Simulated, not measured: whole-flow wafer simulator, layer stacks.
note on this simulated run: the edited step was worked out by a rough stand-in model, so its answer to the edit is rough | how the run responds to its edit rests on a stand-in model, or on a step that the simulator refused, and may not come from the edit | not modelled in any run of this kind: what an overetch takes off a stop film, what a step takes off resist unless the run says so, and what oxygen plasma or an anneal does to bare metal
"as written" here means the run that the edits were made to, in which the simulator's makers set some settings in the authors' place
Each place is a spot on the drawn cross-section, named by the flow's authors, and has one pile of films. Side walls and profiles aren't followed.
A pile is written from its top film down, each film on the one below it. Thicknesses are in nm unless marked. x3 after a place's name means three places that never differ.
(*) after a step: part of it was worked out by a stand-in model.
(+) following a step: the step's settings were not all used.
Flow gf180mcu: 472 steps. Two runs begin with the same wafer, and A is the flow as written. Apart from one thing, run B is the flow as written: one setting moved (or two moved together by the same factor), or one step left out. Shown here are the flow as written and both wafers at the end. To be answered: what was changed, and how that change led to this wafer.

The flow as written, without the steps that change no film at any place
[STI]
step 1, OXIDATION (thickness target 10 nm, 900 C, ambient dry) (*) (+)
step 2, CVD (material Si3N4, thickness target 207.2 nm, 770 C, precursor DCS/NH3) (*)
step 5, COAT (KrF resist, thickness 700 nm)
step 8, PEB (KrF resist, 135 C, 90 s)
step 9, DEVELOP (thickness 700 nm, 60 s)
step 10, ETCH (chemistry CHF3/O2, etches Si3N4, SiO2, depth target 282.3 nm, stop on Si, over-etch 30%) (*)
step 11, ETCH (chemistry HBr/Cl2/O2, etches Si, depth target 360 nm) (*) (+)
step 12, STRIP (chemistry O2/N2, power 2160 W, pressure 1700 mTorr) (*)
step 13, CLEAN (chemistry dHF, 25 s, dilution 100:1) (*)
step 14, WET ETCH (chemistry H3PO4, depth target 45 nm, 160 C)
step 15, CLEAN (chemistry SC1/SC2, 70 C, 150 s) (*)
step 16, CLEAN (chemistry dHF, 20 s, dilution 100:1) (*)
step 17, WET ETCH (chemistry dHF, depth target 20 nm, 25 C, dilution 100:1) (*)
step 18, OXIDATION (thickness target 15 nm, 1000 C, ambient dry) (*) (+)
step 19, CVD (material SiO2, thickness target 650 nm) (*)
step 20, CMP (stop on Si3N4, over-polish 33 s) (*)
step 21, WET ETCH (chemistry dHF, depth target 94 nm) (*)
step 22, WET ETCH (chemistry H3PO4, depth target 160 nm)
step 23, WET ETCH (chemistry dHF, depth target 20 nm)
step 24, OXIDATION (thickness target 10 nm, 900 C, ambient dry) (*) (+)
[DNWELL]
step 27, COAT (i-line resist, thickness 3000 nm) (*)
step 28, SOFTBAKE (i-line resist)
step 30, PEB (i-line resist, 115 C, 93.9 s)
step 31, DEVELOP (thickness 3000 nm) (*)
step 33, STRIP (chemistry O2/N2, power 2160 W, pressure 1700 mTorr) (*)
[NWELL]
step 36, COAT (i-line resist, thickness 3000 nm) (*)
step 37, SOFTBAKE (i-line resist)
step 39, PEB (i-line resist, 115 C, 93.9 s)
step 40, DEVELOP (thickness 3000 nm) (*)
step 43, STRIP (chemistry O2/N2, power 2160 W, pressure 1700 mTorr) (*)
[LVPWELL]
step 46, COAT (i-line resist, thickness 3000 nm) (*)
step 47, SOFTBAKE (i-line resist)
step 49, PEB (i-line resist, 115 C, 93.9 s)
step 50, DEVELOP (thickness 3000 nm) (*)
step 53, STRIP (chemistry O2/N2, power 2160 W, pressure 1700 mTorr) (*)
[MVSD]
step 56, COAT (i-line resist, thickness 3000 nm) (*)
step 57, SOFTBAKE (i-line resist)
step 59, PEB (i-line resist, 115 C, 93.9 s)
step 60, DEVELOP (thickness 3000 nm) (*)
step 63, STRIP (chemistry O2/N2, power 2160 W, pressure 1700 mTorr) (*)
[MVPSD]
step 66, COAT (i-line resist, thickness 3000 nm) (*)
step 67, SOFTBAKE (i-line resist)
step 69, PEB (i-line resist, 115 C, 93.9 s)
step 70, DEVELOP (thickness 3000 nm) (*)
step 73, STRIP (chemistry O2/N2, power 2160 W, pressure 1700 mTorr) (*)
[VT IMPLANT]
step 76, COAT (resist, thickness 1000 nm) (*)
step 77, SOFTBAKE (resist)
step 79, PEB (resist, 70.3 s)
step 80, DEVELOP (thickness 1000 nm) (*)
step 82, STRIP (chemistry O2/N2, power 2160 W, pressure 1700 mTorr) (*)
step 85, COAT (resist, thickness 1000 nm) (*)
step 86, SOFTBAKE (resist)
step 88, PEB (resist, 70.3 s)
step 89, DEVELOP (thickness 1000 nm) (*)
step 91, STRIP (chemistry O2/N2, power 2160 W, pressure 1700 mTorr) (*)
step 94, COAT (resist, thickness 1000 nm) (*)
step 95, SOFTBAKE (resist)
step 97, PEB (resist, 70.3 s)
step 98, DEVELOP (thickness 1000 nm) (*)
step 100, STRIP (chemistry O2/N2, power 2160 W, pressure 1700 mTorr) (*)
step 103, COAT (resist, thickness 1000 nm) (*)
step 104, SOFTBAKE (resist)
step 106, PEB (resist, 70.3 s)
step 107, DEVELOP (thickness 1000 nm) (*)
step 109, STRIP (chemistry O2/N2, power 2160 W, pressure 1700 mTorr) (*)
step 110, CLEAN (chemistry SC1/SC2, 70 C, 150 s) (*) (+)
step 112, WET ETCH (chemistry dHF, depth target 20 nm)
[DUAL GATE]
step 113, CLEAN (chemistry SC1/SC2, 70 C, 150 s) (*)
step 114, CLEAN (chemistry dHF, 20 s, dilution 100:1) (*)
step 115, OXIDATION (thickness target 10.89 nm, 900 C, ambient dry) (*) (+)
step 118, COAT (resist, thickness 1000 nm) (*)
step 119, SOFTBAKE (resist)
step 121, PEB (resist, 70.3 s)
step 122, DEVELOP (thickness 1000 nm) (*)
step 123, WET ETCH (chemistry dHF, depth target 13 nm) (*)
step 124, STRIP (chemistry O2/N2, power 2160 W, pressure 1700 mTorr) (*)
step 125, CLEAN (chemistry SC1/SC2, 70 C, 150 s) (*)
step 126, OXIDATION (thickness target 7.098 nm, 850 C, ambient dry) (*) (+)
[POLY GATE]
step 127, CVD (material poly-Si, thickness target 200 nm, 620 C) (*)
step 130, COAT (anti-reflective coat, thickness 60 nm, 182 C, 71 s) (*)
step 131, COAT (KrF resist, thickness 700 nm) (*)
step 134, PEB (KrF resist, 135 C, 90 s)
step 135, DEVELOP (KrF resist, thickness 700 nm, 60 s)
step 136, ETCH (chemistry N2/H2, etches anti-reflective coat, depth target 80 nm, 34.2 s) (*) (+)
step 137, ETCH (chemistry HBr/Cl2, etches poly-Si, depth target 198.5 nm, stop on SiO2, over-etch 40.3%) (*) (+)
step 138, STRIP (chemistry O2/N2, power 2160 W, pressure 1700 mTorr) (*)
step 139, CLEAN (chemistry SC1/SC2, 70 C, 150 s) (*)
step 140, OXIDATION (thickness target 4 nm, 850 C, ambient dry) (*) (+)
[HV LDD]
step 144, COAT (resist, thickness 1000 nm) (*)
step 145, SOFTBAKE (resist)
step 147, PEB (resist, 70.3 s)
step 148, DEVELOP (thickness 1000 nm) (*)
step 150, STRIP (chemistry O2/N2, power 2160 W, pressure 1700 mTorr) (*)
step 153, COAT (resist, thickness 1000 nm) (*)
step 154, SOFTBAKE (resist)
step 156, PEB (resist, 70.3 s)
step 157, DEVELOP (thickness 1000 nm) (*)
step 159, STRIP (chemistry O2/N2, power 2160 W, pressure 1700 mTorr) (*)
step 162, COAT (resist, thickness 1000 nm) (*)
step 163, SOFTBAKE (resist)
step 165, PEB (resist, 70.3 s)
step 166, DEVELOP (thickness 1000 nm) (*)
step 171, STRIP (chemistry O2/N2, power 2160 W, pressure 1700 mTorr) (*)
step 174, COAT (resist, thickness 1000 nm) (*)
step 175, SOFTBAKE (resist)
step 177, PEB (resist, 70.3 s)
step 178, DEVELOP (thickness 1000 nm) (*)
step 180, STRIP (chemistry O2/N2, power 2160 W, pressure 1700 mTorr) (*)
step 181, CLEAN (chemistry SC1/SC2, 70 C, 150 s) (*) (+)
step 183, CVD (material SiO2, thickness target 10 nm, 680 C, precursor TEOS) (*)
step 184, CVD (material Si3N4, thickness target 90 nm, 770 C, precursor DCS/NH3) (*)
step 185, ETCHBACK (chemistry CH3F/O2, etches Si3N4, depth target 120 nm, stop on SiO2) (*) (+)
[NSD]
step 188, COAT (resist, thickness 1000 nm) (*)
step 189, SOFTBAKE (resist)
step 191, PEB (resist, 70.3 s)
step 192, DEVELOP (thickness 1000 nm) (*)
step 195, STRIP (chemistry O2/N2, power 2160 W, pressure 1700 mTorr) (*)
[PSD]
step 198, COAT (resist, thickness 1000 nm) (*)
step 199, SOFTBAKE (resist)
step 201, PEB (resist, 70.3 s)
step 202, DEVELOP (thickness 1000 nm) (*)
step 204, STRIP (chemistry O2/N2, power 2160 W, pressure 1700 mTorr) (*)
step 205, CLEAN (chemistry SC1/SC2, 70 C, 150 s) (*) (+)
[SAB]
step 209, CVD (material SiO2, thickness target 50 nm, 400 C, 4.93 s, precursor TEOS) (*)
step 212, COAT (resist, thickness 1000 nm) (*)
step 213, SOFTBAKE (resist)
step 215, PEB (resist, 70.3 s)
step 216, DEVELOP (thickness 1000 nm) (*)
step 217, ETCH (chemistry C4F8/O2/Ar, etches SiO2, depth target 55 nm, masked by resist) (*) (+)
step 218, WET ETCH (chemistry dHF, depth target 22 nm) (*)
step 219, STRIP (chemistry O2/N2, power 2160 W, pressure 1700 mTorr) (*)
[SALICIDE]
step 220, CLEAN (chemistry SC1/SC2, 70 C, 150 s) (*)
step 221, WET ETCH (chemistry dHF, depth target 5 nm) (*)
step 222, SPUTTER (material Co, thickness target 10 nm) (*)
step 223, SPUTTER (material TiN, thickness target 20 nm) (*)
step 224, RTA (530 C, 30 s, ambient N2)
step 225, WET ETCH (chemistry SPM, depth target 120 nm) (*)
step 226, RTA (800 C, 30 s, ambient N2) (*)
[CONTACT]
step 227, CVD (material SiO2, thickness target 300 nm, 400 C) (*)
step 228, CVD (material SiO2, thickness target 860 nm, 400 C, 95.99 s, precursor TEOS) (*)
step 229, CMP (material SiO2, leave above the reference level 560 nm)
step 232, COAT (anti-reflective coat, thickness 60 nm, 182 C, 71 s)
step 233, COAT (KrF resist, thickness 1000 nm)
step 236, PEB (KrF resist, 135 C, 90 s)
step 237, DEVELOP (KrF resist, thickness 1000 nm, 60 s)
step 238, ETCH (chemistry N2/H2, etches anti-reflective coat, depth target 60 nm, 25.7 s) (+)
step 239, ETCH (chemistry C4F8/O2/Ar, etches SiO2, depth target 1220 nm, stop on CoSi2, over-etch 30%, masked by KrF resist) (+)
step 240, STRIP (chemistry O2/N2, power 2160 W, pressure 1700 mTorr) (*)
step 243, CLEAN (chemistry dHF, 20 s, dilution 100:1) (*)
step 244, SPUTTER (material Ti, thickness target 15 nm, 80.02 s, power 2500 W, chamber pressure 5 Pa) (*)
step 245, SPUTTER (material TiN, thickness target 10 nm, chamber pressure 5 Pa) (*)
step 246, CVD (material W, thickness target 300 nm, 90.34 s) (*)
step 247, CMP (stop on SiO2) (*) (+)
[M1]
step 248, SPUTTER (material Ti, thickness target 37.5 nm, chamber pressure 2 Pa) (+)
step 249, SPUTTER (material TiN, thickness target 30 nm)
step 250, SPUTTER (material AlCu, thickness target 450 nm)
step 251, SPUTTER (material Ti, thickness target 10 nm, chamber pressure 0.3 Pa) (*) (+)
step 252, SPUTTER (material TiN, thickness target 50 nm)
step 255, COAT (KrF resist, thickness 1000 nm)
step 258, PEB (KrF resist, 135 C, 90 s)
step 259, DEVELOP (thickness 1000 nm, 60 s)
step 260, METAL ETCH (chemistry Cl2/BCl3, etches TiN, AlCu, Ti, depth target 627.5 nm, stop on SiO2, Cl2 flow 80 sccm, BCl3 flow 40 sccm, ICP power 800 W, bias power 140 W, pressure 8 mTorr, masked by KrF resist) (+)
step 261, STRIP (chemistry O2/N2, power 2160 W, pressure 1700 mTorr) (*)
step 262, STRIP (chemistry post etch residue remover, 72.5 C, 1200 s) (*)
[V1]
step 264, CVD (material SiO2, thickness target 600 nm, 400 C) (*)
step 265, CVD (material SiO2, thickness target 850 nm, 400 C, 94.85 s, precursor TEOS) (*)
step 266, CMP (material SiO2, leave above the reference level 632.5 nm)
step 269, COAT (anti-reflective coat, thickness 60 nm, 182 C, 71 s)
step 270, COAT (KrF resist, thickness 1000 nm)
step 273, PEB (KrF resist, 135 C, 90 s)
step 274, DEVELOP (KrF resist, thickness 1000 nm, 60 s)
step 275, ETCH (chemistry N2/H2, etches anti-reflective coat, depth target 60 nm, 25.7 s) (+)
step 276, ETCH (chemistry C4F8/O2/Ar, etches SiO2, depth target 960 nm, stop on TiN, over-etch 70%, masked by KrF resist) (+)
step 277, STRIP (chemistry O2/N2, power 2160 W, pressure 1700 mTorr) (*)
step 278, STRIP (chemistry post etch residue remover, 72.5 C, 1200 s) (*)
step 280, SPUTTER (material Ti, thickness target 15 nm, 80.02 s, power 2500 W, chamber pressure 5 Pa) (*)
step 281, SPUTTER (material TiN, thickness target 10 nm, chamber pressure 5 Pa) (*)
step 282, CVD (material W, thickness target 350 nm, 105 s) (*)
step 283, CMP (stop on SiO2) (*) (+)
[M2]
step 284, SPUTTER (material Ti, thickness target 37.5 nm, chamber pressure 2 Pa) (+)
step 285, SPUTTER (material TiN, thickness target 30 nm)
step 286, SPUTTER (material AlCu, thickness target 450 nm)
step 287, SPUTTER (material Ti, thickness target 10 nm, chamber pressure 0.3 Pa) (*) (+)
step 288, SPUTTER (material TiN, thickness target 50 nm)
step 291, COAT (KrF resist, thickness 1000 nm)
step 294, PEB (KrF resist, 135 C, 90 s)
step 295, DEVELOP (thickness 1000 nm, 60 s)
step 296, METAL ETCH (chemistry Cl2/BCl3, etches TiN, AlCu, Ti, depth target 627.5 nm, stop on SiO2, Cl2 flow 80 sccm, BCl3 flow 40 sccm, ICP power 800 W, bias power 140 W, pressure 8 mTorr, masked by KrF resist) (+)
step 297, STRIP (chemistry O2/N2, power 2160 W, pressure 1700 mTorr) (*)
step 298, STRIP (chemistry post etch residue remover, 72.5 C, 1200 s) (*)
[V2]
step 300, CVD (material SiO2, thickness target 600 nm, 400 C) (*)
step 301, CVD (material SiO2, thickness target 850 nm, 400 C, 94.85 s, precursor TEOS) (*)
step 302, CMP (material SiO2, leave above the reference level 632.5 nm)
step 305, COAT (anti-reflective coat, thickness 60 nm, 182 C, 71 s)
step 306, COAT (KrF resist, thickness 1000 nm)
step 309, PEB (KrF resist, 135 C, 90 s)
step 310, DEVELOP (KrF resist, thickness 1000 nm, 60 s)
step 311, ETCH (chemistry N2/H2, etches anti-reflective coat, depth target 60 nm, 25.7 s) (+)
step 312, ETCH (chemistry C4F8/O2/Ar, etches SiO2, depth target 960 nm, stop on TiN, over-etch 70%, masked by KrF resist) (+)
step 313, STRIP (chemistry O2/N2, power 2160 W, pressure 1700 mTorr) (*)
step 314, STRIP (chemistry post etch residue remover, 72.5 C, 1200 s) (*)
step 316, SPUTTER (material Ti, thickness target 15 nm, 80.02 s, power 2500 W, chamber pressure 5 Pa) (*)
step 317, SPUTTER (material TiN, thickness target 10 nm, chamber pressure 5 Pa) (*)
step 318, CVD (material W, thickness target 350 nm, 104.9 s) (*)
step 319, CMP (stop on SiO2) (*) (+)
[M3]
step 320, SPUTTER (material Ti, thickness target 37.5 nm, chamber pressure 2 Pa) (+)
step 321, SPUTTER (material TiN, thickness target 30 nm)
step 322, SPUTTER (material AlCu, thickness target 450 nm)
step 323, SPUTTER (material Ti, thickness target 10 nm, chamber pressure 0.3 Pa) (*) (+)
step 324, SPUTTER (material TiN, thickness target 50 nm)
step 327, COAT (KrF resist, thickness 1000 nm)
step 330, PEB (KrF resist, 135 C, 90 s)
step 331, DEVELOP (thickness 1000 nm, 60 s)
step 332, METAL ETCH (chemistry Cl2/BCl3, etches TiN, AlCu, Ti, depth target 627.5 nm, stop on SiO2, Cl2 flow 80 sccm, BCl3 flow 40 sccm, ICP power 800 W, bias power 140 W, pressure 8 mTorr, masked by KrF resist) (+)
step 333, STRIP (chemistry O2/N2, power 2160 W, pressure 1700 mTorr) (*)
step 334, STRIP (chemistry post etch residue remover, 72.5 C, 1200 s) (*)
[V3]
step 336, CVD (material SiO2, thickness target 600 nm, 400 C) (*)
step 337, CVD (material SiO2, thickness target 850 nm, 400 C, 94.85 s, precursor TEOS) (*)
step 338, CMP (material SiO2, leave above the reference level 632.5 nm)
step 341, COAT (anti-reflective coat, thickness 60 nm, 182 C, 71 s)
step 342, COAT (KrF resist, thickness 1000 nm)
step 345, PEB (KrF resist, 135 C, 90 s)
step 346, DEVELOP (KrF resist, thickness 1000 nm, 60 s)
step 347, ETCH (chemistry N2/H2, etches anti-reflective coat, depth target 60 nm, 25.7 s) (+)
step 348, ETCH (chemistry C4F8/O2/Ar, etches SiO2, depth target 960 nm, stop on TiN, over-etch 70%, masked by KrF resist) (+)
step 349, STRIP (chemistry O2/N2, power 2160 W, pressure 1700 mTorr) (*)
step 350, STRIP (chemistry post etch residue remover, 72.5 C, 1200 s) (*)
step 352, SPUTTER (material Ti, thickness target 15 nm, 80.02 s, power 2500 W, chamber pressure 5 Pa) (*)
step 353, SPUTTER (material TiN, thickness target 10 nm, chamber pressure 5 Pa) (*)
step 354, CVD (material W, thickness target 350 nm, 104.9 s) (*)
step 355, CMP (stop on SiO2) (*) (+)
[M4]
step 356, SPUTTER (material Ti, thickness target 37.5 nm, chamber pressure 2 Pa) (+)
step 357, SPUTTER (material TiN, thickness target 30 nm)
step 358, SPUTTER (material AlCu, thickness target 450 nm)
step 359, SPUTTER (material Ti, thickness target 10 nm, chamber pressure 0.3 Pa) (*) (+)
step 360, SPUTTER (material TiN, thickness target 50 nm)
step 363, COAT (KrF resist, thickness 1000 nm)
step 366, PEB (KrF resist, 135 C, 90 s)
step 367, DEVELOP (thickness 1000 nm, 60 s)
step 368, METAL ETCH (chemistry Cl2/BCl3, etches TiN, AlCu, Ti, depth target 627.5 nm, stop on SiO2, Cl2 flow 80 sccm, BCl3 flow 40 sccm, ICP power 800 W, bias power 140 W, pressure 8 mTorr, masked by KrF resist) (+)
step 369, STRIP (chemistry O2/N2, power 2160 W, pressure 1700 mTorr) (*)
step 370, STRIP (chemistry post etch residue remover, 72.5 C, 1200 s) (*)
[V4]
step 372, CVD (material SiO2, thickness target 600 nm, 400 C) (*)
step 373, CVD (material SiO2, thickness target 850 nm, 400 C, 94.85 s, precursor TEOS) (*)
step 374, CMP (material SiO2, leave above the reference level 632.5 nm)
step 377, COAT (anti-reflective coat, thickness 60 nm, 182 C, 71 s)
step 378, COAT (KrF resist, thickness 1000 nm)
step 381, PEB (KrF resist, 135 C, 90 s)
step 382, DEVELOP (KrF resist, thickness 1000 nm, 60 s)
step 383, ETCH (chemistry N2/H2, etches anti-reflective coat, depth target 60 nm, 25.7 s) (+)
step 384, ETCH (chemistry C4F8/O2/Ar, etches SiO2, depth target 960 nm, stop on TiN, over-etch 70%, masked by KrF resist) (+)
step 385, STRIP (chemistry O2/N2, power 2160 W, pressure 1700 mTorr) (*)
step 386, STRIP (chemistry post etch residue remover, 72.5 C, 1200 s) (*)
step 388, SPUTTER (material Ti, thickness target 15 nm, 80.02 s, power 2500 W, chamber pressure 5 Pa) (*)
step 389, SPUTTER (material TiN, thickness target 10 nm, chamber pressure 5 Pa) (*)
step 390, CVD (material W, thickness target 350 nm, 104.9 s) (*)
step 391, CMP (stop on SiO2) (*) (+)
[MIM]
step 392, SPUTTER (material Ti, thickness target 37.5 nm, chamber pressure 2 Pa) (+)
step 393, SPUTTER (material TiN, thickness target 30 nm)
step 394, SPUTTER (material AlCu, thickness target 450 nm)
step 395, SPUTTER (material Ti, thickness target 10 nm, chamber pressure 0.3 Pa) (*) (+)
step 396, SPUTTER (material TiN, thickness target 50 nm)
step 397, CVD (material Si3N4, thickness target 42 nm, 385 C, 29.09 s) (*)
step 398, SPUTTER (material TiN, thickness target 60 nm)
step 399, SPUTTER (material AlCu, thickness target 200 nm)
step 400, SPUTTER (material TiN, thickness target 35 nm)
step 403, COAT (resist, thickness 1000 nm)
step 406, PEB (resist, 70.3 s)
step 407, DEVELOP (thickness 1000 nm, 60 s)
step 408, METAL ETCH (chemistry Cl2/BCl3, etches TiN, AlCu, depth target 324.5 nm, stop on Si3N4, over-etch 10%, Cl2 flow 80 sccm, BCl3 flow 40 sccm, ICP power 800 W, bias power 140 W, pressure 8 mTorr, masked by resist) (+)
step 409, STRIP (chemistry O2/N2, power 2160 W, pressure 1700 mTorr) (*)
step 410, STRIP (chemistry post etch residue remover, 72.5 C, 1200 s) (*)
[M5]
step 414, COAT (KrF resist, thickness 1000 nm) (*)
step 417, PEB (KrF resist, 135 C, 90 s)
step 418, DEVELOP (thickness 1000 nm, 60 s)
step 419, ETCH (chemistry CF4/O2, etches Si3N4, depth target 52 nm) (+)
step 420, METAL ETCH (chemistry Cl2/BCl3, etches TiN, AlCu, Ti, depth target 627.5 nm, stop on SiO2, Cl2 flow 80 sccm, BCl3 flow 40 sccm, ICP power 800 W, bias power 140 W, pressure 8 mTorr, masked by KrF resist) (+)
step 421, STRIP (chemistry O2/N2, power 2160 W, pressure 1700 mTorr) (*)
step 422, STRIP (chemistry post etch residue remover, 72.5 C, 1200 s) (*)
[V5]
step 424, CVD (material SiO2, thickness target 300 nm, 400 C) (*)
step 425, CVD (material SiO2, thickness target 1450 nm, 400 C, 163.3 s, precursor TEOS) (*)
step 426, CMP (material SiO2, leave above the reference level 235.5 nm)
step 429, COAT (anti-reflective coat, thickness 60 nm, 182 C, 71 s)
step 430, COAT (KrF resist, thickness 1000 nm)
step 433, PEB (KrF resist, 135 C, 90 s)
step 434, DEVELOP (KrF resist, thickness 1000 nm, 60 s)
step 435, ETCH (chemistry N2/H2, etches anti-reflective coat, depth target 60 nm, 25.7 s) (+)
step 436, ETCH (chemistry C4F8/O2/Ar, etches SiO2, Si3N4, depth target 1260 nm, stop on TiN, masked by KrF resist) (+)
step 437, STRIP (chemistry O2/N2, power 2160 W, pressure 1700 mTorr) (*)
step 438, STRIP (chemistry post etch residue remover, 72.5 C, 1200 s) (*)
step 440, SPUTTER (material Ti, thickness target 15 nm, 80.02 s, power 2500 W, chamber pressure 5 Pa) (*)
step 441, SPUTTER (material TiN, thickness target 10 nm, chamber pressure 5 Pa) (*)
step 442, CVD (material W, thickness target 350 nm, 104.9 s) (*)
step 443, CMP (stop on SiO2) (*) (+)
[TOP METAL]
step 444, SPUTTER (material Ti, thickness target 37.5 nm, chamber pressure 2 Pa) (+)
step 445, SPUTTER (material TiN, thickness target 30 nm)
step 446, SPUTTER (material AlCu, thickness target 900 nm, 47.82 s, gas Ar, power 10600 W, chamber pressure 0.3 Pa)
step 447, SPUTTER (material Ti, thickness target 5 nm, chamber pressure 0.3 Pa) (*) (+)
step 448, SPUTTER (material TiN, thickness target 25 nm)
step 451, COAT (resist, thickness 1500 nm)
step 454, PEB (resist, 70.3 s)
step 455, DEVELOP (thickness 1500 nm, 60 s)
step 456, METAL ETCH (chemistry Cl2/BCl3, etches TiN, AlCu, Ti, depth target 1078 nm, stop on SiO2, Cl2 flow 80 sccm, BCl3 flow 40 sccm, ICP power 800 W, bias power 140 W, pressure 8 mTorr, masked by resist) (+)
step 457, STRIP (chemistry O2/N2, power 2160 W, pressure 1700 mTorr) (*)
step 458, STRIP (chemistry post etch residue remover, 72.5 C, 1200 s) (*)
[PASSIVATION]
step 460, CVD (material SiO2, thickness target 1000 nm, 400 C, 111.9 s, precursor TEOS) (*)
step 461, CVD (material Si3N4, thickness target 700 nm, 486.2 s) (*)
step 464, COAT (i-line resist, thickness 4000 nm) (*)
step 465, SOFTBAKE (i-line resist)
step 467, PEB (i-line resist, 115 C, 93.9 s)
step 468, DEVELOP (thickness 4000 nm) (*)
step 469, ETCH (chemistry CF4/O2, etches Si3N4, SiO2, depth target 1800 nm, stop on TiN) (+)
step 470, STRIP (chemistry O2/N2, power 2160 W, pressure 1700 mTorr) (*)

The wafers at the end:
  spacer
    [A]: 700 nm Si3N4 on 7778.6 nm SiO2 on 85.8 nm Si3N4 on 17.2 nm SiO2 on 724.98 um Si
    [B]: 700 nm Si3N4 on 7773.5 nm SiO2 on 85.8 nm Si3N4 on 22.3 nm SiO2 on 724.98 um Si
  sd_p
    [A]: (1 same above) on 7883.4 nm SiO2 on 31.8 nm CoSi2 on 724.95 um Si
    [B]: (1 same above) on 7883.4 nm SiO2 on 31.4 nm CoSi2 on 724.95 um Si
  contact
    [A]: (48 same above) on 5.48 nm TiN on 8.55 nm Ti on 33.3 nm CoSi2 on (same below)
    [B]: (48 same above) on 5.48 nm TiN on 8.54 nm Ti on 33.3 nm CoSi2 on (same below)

What caused this: step 183, CVD: thickness target 15.1 nm was run, though the flow has thickness target 10 nm.

The path from the change to this, step by step:
  step 183, CVD (material SiO2, thickness target 10 nm, 680 C, precursor TEOS) (*)
      field, field__w1, field__w2 and 99 more: A +10 SiO2 | B +15.1 SiO2
      ld_drift_p: A +9.87 SiO2 | B +14.9 SiO2
      (as well as at 1 more place)
  step 189, SOFTBAKE (resist)
      field__w9: A +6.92 resist | B -3.06 resist
      field_sub__w1: A +7.47 resist | B +9.76 resist
  step 199, SOFTBAKE (resist)
      field__w9: A +6.92 resist | B -3.06 resist
      field_sub__w1: A +7.47 resist | B +9.76 resist
  step 218, WET ETCH (chemistry dHF, depth target 22 nm) (*)
      gate, gate_hv, gate_p and 23 more: A -5.48 SiO2 (all of it) | B -10.6 SiO2 (all of it)
      field__w7, field__w8, field__w11 and 14 more: A -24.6 SiO2 | B -25.4 SiO2
      (as well as at 55 more places)
  step 229, CMP (material SiO2, leave above the reference level 560 nm)
      field__w2: A -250 SiO2 | B -255.4 SiO2
      field__w3: A -232.3 SiO2 | B -237.6 SiO2
      (as well as at 3 more places)
